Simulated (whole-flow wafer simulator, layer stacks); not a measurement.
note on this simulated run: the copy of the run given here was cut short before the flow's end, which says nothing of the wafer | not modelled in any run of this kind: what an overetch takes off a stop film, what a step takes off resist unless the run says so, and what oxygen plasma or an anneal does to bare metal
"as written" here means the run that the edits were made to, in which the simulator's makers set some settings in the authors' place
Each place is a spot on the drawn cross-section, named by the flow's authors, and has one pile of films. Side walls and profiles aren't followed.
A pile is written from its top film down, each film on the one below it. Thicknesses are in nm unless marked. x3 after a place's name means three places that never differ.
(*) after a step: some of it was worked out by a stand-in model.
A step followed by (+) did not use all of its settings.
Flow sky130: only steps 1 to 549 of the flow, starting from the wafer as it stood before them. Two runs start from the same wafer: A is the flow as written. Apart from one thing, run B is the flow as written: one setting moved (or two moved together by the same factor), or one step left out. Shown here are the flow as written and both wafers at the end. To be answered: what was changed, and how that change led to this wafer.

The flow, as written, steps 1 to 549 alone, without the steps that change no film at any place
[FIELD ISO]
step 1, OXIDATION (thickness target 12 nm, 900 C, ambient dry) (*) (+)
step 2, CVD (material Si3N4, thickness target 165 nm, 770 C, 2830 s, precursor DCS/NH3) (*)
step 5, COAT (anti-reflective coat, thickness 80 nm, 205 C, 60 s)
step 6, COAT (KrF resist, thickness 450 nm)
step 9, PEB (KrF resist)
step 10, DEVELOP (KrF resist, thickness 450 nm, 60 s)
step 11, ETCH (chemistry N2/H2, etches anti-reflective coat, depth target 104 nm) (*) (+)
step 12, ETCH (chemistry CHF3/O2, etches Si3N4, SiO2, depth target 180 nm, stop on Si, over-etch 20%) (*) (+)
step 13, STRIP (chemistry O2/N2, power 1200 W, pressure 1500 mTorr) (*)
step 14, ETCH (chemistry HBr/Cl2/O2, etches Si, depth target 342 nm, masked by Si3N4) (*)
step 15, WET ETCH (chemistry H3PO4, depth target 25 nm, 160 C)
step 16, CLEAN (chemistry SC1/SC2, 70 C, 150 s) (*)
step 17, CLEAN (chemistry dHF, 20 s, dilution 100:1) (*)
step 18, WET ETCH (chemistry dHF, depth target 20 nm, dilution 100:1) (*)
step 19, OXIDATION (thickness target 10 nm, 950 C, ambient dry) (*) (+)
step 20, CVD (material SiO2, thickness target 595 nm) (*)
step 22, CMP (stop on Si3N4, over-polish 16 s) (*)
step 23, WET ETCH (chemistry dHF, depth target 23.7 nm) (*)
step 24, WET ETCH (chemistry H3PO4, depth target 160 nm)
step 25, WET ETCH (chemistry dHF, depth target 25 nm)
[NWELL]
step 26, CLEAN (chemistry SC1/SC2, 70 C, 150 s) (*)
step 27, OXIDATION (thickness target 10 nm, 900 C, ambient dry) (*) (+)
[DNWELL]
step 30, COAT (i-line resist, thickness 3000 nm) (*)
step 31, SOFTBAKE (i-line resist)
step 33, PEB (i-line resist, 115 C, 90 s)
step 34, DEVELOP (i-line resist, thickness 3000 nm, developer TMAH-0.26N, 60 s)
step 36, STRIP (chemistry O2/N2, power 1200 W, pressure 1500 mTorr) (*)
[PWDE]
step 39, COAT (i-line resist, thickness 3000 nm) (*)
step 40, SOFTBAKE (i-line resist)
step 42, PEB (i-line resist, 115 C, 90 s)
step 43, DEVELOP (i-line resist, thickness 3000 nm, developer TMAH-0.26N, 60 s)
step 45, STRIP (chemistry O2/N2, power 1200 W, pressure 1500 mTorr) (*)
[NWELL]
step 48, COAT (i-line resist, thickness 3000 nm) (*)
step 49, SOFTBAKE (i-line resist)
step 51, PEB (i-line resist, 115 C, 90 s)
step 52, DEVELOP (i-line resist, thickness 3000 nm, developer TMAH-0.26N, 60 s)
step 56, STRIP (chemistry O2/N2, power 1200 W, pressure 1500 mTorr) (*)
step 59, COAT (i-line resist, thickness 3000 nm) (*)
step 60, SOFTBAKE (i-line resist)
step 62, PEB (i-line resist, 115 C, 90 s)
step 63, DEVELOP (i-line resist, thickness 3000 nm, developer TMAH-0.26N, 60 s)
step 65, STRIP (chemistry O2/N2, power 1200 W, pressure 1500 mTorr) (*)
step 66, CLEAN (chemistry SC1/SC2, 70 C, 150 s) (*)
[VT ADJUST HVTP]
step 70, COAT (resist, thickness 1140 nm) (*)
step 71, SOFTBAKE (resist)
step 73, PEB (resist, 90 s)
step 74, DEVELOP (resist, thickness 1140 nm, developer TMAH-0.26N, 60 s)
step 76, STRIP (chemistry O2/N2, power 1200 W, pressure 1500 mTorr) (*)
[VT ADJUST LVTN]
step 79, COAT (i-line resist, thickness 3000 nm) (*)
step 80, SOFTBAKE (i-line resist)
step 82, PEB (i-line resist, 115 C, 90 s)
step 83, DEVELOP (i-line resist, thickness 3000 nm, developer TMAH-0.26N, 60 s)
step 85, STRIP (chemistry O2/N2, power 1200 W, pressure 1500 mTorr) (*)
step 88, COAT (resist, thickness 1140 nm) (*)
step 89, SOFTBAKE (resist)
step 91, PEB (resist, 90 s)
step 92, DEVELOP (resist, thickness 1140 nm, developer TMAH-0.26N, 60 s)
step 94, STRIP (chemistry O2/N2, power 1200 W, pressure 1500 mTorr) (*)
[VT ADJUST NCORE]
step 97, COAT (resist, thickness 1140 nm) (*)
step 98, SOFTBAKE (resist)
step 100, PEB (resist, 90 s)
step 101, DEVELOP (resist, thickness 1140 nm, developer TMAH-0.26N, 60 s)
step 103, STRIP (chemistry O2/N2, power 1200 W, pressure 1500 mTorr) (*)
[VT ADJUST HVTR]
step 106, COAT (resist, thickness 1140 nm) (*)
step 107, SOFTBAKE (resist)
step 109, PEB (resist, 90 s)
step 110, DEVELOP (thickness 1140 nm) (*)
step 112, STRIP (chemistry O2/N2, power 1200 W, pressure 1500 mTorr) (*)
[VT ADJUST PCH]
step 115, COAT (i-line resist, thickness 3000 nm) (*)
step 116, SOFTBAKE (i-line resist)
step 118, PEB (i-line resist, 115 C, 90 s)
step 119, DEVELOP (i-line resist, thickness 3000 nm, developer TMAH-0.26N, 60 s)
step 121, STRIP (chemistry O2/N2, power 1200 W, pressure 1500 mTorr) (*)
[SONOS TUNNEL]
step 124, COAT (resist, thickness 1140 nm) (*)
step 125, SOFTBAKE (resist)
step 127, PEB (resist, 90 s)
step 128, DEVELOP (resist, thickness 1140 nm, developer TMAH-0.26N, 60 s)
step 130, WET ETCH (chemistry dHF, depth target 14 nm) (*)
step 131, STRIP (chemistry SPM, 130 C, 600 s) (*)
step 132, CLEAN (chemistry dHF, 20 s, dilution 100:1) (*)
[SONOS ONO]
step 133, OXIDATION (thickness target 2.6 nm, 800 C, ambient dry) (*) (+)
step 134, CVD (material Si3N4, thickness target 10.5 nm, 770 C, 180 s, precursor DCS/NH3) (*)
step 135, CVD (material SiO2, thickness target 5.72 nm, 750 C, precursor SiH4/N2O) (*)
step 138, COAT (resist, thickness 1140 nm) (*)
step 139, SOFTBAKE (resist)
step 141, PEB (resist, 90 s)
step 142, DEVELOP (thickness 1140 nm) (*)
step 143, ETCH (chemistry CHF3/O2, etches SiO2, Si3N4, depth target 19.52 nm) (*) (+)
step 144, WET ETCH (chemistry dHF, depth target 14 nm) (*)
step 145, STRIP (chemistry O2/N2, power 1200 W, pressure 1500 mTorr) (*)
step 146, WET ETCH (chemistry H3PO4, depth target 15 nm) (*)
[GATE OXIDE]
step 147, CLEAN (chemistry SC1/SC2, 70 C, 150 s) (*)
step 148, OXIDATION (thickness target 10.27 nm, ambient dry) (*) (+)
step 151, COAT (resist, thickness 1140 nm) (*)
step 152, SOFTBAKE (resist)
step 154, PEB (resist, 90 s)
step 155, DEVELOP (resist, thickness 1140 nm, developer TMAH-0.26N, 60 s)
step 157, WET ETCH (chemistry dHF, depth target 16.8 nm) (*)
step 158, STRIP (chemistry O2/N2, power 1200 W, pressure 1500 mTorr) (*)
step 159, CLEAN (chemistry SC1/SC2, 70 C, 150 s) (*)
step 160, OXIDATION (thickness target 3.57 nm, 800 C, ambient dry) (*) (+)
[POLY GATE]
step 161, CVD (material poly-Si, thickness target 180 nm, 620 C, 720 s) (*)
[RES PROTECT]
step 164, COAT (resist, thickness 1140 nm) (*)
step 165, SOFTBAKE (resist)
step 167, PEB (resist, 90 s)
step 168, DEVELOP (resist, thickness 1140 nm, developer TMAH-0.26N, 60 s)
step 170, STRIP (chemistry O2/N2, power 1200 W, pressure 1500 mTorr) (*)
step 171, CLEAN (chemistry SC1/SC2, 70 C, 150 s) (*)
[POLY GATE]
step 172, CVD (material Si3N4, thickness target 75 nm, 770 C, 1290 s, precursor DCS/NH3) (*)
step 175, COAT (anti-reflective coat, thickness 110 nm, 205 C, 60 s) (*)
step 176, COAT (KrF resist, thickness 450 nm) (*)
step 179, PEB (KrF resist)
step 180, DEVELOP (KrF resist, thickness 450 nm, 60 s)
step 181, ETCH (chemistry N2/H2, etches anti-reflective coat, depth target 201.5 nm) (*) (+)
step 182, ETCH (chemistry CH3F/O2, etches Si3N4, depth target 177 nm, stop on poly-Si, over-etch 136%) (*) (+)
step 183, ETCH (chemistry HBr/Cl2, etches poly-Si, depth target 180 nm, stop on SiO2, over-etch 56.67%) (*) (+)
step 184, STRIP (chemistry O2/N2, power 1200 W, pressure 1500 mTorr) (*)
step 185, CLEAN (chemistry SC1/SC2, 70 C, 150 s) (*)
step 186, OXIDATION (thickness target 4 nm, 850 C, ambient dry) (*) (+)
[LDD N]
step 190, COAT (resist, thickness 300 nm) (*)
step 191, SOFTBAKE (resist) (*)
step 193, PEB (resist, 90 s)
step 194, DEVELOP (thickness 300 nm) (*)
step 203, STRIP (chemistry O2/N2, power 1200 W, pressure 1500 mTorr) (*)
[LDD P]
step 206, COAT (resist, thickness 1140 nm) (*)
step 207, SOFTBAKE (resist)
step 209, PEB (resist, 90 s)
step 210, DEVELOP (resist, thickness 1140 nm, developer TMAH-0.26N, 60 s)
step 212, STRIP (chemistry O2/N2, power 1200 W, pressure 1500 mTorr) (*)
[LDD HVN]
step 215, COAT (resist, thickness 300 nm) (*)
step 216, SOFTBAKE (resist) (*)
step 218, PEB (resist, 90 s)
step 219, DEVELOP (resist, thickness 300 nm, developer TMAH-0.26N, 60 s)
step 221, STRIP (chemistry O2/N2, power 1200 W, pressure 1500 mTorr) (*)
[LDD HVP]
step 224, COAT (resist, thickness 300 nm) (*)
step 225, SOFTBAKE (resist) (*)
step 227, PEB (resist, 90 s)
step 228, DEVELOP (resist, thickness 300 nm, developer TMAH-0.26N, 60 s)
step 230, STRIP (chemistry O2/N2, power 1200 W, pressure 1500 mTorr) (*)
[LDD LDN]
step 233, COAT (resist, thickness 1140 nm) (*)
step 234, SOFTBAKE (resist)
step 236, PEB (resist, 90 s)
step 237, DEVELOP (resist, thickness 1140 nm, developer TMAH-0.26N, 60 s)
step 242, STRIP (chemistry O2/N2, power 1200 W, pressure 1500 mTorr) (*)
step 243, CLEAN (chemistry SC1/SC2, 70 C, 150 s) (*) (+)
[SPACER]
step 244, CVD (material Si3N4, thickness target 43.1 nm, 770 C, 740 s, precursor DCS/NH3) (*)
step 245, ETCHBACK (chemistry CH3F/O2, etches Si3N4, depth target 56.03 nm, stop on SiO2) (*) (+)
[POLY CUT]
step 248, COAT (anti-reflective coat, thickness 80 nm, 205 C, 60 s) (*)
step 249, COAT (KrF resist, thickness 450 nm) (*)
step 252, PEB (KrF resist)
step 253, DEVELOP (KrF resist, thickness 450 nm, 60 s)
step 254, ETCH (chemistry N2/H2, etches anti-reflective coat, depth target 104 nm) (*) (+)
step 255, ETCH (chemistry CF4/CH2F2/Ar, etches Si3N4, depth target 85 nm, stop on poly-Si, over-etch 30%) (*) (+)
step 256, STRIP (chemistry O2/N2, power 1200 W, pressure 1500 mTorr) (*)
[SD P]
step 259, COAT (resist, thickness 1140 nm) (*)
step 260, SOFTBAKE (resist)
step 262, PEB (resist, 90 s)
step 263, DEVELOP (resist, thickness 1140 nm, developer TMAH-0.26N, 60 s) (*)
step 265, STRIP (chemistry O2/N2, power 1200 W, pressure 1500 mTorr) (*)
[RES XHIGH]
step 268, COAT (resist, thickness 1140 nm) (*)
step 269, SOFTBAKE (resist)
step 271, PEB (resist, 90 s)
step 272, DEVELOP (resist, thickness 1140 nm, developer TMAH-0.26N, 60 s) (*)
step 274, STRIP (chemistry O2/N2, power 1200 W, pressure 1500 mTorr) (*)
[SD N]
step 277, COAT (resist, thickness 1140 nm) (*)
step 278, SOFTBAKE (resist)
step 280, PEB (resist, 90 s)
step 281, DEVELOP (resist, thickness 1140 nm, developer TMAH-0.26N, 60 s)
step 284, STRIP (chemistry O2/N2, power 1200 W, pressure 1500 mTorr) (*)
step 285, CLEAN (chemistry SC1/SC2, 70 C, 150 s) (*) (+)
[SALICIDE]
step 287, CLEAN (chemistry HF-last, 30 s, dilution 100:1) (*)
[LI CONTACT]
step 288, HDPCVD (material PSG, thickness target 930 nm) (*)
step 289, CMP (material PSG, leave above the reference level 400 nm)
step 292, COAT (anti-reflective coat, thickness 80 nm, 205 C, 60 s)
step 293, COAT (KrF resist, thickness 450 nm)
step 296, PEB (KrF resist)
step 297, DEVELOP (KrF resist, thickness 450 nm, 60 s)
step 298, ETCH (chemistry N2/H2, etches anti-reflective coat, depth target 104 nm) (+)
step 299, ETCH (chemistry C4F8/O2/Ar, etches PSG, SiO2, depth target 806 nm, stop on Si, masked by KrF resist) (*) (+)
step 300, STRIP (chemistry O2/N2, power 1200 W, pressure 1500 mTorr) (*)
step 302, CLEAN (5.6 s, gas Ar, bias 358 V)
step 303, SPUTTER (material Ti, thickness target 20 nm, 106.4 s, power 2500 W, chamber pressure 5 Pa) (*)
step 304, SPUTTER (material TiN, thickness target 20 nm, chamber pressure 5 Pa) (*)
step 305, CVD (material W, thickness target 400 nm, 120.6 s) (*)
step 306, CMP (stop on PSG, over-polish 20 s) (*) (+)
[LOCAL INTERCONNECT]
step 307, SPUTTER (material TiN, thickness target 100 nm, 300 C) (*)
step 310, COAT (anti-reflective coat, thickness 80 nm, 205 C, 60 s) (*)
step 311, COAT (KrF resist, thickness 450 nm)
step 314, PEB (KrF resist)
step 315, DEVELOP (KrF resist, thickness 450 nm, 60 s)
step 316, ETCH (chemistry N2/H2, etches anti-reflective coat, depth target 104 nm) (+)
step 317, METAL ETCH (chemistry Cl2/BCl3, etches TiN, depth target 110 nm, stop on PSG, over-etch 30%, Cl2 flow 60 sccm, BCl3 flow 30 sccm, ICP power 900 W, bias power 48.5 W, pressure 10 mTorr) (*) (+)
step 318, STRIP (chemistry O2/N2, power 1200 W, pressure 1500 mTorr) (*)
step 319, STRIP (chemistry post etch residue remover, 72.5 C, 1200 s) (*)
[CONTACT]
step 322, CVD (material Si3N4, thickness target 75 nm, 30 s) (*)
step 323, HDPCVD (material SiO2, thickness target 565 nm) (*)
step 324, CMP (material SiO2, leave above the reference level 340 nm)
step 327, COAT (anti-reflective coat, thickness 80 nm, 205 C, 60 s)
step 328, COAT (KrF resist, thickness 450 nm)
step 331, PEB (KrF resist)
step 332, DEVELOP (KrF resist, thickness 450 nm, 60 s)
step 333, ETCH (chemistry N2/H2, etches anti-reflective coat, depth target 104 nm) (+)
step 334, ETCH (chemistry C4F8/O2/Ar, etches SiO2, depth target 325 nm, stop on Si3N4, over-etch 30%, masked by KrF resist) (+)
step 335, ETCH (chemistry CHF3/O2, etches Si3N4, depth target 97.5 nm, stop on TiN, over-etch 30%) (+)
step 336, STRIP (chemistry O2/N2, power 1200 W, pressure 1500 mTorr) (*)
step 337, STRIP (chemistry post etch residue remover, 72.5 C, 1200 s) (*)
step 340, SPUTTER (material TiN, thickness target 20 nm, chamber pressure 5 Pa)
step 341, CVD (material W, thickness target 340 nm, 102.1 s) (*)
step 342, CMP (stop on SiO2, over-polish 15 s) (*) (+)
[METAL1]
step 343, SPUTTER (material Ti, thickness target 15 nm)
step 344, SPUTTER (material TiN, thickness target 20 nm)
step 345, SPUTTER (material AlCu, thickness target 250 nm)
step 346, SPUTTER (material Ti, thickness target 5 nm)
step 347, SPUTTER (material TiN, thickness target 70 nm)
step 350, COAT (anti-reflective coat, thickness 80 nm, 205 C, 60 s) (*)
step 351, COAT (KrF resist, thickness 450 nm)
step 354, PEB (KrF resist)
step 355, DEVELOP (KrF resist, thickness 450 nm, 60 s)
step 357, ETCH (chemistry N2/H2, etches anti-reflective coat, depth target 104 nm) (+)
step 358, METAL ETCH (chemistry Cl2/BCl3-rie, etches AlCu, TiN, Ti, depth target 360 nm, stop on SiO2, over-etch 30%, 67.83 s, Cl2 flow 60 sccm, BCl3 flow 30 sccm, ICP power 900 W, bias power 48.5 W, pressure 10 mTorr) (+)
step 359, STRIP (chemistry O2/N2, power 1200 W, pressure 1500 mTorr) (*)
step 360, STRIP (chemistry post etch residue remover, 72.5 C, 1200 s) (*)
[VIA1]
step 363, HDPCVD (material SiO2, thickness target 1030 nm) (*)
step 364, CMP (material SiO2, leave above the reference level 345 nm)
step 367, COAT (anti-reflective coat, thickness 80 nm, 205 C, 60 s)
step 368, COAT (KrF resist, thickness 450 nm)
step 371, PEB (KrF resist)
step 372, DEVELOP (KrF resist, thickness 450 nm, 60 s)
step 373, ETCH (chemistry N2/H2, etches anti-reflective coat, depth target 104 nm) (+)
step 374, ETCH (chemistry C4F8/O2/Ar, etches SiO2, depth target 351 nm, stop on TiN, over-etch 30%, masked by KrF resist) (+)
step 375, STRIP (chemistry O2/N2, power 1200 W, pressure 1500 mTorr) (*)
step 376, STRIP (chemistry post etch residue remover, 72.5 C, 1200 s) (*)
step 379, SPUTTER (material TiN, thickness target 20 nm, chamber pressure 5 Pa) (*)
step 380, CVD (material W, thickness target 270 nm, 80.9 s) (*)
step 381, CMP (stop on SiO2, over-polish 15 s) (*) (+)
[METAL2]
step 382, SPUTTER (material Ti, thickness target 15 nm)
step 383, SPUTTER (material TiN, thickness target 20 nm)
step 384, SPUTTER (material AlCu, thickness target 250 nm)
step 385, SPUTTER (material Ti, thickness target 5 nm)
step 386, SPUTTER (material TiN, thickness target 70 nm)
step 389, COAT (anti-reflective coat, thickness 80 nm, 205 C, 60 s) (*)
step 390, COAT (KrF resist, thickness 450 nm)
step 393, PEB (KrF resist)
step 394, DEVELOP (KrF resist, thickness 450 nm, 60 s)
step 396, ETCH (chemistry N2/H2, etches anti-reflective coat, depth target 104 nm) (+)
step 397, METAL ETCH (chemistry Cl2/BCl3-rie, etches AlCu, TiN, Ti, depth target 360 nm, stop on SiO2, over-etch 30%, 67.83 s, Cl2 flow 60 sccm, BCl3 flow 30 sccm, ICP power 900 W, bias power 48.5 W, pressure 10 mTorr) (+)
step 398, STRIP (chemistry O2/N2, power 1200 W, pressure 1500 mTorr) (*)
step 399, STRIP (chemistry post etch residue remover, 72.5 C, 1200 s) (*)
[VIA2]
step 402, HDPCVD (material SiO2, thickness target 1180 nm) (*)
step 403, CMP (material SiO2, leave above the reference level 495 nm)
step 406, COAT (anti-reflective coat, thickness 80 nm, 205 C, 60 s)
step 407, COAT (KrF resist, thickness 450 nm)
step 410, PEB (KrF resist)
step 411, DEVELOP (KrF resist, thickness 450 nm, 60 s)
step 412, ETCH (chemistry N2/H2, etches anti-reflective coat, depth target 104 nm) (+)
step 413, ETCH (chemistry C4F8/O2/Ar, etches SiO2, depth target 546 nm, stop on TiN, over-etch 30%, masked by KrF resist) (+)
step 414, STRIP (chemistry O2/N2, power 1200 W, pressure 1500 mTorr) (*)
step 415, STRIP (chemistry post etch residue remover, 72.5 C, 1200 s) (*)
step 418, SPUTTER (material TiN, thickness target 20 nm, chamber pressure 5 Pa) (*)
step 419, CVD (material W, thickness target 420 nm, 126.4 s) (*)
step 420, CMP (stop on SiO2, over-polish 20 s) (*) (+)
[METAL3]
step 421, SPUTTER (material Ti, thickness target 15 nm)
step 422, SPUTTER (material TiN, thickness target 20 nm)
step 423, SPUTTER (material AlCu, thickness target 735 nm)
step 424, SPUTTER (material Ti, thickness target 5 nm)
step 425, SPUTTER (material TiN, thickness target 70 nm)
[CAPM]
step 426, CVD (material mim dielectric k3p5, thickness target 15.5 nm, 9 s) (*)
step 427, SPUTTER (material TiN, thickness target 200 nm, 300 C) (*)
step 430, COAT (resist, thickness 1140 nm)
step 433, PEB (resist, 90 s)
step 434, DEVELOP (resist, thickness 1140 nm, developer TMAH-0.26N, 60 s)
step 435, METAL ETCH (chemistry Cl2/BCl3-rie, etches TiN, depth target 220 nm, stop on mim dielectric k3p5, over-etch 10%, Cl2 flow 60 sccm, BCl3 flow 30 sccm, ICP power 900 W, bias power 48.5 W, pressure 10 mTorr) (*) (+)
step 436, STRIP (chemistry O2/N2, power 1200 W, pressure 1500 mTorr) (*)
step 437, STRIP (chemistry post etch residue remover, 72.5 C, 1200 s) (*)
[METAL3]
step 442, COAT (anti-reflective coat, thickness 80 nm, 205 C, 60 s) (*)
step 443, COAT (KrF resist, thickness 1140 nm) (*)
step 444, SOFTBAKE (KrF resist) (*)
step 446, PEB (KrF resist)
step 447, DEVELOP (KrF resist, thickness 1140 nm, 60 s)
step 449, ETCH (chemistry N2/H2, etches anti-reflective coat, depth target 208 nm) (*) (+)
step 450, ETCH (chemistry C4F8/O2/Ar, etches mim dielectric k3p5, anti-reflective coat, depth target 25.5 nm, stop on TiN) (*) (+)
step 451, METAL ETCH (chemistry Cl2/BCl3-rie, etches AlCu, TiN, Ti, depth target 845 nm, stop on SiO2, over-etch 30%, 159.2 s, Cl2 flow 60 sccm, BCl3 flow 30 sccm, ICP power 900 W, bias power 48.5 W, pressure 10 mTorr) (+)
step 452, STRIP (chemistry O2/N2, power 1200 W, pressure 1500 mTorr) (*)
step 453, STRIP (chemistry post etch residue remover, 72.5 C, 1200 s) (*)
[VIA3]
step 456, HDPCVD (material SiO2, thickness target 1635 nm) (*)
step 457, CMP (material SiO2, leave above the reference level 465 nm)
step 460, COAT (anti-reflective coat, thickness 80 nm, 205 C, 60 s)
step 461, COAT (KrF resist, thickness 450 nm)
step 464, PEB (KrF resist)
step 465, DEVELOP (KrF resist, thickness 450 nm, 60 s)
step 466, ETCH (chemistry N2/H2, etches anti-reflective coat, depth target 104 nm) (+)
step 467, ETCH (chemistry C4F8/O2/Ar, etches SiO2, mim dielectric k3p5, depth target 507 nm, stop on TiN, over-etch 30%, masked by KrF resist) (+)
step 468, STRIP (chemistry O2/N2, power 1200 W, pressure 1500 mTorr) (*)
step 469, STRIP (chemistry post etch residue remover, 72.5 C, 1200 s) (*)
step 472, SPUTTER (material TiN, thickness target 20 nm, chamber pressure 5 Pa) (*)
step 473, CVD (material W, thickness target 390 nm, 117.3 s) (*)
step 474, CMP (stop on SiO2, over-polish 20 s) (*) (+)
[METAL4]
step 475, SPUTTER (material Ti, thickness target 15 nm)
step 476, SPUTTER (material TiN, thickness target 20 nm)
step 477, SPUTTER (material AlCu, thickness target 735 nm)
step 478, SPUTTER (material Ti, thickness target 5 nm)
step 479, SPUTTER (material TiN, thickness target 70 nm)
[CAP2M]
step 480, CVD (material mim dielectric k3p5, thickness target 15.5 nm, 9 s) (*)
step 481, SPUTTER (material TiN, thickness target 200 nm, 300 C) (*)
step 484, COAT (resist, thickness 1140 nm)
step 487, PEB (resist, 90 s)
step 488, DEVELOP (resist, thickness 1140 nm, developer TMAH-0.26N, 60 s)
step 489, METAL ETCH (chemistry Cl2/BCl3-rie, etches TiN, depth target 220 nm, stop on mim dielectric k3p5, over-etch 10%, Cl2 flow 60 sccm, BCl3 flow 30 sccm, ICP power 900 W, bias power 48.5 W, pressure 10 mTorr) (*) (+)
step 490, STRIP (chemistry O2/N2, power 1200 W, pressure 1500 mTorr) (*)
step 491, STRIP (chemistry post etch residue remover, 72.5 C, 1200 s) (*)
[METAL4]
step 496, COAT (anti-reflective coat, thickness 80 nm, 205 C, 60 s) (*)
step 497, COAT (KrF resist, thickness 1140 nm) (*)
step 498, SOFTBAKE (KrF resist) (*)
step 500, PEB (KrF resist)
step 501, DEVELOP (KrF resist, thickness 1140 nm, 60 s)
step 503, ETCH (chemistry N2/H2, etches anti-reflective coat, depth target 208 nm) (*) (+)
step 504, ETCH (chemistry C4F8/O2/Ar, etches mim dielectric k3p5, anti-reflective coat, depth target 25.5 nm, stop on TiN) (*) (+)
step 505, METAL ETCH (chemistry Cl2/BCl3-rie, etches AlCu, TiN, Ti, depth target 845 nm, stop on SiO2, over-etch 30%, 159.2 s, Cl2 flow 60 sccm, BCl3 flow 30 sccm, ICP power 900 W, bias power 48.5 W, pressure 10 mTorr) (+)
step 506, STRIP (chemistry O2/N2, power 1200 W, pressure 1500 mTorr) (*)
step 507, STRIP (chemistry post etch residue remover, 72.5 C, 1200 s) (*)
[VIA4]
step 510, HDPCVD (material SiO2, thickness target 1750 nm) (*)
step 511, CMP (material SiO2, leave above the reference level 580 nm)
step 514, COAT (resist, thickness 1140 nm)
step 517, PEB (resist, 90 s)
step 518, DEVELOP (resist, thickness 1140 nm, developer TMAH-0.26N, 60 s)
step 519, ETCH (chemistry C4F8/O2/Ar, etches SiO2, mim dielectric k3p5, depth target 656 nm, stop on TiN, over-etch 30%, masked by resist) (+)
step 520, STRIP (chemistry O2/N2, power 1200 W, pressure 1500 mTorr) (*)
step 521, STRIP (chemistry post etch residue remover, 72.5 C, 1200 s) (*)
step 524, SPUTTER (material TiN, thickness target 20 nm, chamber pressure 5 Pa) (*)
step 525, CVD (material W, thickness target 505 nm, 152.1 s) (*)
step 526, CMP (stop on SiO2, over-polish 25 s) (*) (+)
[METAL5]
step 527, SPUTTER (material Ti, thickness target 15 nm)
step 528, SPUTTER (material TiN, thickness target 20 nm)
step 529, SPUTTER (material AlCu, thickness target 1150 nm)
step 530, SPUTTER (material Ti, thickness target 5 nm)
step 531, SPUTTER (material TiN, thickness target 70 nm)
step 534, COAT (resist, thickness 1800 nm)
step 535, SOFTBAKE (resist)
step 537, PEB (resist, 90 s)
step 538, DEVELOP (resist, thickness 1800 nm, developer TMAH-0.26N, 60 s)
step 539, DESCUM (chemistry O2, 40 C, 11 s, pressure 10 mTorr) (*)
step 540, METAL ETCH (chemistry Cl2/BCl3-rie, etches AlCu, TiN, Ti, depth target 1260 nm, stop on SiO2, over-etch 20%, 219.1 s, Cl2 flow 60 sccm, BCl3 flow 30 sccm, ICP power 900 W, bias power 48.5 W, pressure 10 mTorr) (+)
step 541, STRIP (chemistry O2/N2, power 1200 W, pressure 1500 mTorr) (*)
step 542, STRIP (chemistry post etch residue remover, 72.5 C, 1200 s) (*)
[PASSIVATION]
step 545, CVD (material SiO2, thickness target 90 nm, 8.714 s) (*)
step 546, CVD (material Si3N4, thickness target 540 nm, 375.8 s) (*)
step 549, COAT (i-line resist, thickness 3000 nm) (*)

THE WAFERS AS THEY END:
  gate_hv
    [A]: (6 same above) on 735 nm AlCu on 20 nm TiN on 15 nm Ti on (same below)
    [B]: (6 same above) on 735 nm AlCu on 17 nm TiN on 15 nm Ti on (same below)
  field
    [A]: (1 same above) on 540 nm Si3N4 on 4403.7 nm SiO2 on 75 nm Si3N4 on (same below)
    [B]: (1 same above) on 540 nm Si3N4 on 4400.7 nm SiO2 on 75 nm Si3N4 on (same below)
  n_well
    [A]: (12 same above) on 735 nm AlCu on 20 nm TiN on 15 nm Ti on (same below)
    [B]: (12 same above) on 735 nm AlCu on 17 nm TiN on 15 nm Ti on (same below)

The reason: step 476, SPUTTER: thickness target 17 nm was run, while the flow as written has thickness target 20 nm.
One can read it off the wafer: gate_hv has TiN 17, and step 476 as written asks for 20 nm.

How this came from the change, step by step:
  step 476, SPUTTER (material TiN, thickness target 20 nm)
      field, active, n_well and 189 more: A TiN gains 20 (new film) | B TiN gains 17 (new film)
  step 505, METAL ETCH (chemistry Cl2/BCl3-rie, etches AlCu, TiN, Ti, depth target 845 nm, stop on SiO2, over-etch 30%, 159.2 s, Cl2 flow 60 sccm, BCl3 flow 30 sccm, ICP power 900 W, bias power 48.5 W, pressure 10 mTorr) (+)
      field, active, gate and 66 more: A TiN loses 70 (all of it), Ti loses 5 (all of it), AlCu loses 735 (all of it), TiN loses 20 (all of it), Ti loses 15 (all of it), SiO2 loses 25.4 | B TiN loses 70 (all of it), Ti loses 5 (all of it), AlCu loses 735 (all of it), TiN loses 17 (all of it), Ti loses 15 (all of it), SiO2 loses 25.7
      vpp_iso1, m1_ln, rpo_hd and 6 more: A TiN loses 70 (all of it), Ti loses 5 (all of it), AlCu loses 735 (all of it), TiN loses 20 (all of it), Ti loses 15 (all of it), SiO2 loses 25.3 | B TiN loses 70 (all of it), Ti loses 5 (all of it), AlCu loses 735 (all of it), TiN loses 17 (all of it), Ti loses 15 (all of it), SiO2 loses 25.6
      (and at 10 other places as well)
